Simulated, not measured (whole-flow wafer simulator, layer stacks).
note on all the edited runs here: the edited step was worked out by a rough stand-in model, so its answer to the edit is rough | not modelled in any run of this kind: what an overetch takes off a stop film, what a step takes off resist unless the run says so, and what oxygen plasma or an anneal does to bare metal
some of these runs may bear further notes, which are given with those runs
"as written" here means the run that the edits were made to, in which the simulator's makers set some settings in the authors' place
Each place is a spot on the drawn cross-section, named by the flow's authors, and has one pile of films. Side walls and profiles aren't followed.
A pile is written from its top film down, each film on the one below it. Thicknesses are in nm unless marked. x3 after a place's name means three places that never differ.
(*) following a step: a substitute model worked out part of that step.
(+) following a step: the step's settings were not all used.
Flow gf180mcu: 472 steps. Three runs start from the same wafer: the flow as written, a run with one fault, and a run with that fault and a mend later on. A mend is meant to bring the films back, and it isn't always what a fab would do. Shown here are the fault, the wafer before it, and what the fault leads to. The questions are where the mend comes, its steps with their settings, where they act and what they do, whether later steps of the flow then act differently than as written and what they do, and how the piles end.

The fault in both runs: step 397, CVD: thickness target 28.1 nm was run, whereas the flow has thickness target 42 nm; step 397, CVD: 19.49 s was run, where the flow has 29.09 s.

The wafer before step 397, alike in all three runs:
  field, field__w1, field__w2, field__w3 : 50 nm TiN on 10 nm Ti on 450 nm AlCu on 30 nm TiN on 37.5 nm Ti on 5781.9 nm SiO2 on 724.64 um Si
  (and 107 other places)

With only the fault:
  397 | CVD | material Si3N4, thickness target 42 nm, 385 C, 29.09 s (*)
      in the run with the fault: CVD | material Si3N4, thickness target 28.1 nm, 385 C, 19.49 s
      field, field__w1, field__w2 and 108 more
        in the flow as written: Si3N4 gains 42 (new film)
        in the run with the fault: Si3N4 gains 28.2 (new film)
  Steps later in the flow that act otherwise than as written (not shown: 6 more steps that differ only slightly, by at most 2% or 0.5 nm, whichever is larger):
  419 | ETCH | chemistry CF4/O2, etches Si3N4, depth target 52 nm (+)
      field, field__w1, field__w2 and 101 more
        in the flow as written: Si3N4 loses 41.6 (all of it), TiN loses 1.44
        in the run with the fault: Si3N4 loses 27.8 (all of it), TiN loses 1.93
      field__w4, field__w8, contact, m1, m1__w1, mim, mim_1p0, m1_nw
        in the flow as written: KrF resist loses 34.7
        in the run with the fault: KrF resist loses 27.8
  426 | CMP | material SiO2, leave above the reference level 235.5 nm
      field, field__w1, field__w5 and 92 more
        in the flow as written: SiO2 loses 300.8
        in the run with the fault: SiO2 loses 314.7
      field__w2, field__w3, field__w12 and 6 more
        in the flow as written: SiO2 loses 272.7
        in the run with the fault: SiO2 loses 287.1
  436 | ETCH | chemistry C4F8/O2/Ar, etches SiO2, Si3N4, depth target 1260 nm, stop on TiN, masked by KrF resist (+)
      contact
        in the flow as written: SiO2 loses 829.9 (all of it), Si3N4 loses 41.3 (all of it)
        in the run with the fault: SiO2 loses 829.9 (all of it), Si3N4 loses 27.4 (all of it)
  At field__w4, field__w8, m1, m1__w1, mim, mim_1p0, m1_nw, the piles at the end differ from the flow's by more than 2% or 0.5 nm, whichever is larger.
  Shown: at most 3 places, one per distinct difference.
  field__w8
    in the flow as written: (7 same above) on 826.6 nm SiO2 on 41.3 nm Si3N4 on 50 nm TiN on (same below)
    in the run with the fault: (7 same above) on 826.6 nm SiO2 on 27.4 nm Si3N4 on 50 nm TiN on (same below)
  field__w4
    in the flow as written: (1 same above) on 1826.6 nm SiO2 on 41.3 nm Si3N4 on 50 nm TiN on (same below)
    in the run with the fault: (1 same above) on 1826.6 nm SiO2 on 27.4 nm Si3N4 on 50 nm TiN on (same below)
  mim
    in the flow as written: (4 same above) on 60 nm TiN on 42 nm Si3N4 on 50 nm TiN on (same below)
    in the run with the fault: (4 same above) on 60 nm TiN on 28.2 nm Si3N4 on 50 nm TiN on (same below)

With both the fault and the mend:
  After step 397 comes the mend.
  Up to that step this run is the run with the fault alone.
  397a | CVD | material Si3N4, thickness target 13.9 nm, 385 C, 9.626 s (the flow's step 397, run once more with other settings)
      field, field__w1, field__w2 and 108 more
        Si3N4 gains 13.9
  Later steps of the flow that are run all act as written at every place that is followed, up to a difference of at most 2% or 0.5 nm, whichever is larger.
  The piles end only slightly different from the flow's at the places that both follow, by no more than 2% or 0.5 nm, whichever is larger.
